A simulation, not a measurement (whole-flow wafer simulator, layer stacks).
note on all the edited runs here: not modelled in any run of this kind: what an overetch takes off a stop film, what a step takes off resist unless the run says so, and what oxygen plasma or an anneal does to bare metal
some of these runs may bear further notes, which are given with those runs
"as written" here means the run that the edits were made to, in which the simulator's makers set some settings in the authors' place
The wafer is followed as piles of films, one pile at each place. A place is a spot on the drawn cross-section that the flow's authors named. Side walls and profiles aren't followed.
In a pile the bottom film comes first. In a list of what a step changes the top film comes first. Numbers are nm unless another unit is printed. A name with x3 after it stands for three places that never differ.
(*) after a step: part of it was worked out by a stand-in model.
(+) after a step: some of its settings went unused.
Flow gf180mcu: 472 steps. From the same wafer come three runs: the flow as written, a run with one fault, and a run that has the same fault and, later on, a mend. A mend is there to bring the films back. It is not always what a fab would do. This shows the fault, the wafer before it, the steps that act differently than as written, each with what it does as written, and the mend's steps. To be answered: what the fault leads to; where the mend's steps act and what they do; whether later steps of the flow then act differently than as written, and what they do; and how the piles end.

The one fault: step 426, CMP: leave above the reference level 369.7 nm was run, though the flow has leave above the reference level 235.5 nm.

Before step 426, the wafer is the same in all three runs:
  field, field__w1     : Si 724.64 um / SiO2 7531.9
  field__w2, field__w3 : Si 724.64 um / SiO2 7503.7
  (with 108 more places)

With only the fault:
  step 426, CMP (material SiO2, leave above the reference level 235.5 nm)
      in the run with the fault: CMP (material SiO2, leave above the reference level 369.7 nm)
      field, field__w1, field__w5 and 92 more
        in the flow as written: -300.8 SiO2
        in the run with the fault: -166.6 SiO2
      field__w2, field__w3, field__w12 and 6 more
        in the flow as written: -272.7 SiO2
        in the run with the fault: -138.5 SiO2
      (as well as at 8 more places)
  Later steps of the flow acting differently than as written (not shown: 1 more step that differs only slightly, by at most 2% or 0.5 nm, whichever is larger):
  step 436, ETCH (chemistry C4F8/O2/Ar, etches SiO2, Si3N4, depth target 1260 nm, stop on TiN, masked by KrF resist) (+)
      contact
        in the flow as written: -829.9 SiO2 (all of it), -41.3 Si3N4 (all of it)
        in the run with the fault: -964.1 SiO2 (all of it), -41.3 Si3N4 (all of it)
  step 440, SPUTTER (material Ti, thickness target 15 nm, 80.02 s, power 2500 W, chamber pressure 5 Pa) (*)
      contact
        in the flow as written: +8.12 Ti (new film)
        in the run with the fault: +7.52 Ti (new film)
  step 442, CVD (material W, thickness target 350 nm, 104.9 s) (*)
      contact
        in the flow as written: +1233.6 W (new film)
        in the run with the fault: +1368.8 W (new film)
  By the end, the piles at field__w4, field__w8, contact and 9 more depart from the flow's by more than 2% or 0.5 nm, whichever is larger.
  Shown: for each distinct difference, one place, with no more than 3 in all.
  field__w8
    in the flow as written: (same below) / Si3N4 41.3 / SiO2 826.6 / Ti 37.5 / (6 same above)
    in the run with the fault: (same below) / Si3N4 41.3 / SiO2 960.8 / Ti 37.5 / (6 same above)
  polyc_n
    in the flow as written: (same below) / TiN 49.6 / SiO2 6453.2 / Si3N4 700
    in the run with the fault: (same below) / TiN 49.6 / SiO2 6587.4 / Si3N4 700
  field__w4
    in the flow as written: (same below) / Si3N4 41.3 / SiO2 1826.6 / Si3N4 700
    in the run with the fault: (same below) / Si3N4 41.3 / SiO2 1960.8 / Si3N4 700

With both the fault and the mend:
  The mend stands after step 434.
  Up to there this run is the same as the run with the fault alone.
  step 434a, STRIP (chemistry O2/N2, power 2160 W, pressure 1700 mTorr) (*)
      field, field__w1, field__w2 and 108 more
        -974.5 KrF resist (all of it), -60 anti-reflective coat (all of it)
      contact
        -60 anti-reflective coat (all of it)
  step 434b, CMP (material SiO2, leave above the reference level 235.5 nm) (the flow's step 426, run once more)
      field, field__w1, field__w2 and 109 more
        -134.2 SiO2
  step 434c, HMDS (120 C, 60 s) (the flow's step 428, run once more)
      alters no film at any place that is followed
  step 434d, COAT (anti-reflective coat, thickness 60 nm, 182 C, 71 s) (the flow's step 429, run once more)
      field, field__w1, field__w2 and 109 more
        +60 anti-reflective coat (new film)
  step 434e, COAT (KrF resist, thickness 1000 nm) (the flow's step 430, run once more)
      field, field__w1, field__w2 and 109 more
        +1000 KrF resist (new film)
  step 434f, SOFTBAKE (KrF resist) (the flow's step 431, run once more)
      alters no film at any place that is followed
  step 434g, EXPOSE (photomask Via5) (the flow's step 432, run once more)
      alters no film at any place that is followed
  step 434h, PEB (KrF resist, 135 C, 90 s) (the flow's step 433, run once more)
      field, field__w1, field__w2 and 109 more
        -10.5 KrF resist
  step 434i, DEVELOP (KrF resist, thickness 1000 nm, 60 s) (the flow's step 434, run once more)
      field, field__w1, field__w2 and 108 more
        -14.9 KrF resist
      contact
        -989.5 KrF resist (all of it)
  None of the later steps of the flow acts differently than as written at any place that is followed.
  The piles end the same as the flow's at every place that both follow.
